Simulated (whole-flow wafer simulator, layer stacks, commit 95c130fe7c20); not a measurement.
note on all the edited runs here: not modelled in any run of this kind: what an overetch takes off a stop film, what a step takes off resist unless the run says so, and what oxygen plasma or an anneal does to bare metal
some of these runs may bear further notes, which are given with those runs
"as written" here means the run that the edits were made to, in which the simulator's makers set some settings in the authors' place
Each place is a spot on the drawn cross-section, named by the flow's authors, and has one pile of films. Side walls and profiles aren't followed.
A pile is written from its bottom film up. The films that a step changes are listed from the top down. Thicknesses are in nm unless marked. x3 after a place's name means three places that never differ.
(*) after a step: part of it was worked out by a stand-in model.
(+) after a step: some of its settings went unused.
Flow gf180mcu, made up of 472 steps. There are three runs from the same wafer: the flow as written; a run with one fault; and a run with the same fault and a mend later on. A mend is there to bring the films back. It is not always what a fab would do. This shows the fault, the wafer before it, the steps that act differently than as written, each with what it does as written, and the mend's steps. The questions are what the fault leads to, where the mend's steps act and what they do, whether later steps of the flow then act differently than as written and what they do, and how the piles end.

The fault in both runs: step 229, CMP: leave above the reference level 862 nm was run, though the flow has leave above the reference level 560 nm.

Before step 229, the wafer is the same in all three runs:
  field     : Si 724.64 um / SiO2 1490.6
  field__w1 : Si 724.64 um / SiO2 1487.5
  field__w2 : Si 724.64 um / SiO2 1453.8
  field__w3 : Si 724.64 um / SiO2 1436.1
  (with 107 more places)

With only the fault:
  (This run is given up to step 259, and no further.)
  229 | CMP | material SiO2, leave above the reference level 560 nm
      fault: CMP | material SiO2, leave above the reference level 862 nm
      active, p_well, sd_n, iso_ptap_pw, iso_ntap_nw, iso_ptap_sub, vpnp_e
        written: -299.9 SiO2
        fault: nothing
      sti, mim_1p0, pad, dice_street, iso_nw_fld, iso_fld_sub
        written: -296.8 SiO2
        fault: nothing
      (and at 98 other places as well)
  Steps further on in the flow that do not act as written (5 other steps are not shown; they differ only slightly, by no more than 2% or 0.5 nm, whichever is larger):
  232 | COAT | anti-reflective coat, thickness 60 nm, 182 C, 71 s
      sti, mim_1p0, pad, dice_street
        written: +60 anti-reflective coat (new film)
        fault: +50.6 anti-reflective coat (new film)
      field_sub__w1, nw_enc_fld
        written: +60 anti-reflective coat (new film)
        fault: +61.6 anti-reflective coat (new film)
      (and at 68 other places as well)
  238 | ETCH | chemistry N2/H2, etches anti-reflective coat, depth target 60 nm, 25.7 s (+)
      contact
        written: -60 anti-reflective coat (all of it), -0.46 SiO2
        fault: -65.7 anti-reflective coat (all of it), -0.31 SiO2
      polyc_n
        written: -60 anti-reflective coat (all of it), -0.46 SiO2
        fault: -50.4 anti-reflective coat (all of it), -0.71 SiO2
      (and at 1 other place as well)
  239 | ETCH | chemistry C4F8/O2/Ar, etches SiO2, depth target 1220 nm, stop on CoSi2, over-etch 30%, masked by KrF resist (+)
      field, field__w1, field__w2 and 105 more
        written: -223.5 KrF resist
        fault: -244 KrF resist
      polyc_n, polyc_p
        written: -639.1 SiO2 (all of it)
        fault: -940.8 SiO2 (all of it)
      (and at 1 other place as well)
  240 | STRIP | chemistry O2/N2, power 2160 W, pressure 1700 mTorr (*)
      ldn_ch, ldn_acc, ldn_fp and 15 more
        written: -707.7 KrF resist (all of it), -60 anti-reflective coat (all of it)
        fault: -687.2 KrF resist (all of it), -60 anti-reflective coat (all of it)
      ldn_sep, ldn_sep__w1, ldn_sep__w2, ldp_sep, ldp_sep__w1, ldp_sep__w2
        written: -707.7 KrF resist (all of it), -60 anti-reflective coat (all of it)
        fault: -687.2 KrF resist (all of it), -59.9 anti-reflective coat (all of it)
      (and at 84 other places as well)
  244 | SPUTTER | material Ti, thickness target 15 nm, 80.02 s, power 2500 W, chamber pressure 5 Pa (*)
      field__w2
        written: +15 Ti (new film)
        fault: +14.1 Ti (new film)
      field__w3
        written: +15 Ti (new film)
        fault: +14.2 Ti (new film)
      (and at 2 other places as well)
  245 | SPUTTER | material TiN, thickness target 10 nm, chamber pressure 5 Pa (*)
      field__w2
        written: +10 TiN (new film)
        fault: +9.35 TiN (new film)
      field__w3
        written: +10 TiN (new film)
        fault: +9.48 TiN (new film)
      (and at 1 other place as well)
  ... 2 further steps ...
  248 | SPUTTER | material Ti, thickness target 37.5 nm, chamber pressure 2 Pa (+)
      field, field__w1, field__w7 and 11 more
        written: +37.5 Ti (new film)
        fault: +37.5 Ti
  The piles after step 259 differ from the flow's at field, field__w1, field__w2 and 108 more by more than 2% or 0.5 nm, whichever is larger.
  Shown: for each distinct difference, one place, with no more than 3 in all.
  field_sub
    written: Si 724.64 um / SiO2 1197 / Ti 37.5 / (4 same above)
    fault: Si 724.64 um / SiO2 1465.9 / Ti 15 / TiN 10 / W 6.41 / Ti 37.5 / (4 same above)
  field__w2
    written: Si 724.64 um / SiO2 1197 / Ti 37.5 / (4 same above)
    fault: Si 724.64 um / SiO2 1450.4 / Ti 14.1 / TiN 9.35 / W 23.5 / Ti 37.5 / (4 same above)
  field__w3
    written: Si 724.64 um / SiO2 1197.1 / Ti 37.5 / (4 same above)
    fault: Si 724.64 um / SiO2 1432.6 / Ti 14.2 / TiN 9.48 / W 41 / Ti 37.5 / (4 same above)

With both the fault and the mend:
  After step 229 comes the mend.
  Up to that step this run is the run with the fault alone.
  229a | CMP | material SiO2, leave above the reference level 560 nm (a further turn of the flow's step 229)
      field__w5, field__w9, field__w13 and 57 more
        -302 SiO2
      active, p_well, sd_n, iso_ptap_pw, iso_ntap_nw, iso_ptap_sub, vpnp_e
        -299.9 SiO2
      sti, mim_1p0, pad, dice_street, iso_nw_fld, iso_fld_sub
        -296.8 SiO2
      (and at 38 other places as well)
  None of the later steps of the flow acts differently than as written at any place that is followed.
  By the end, the piles equal the flow's at every place that both follow.
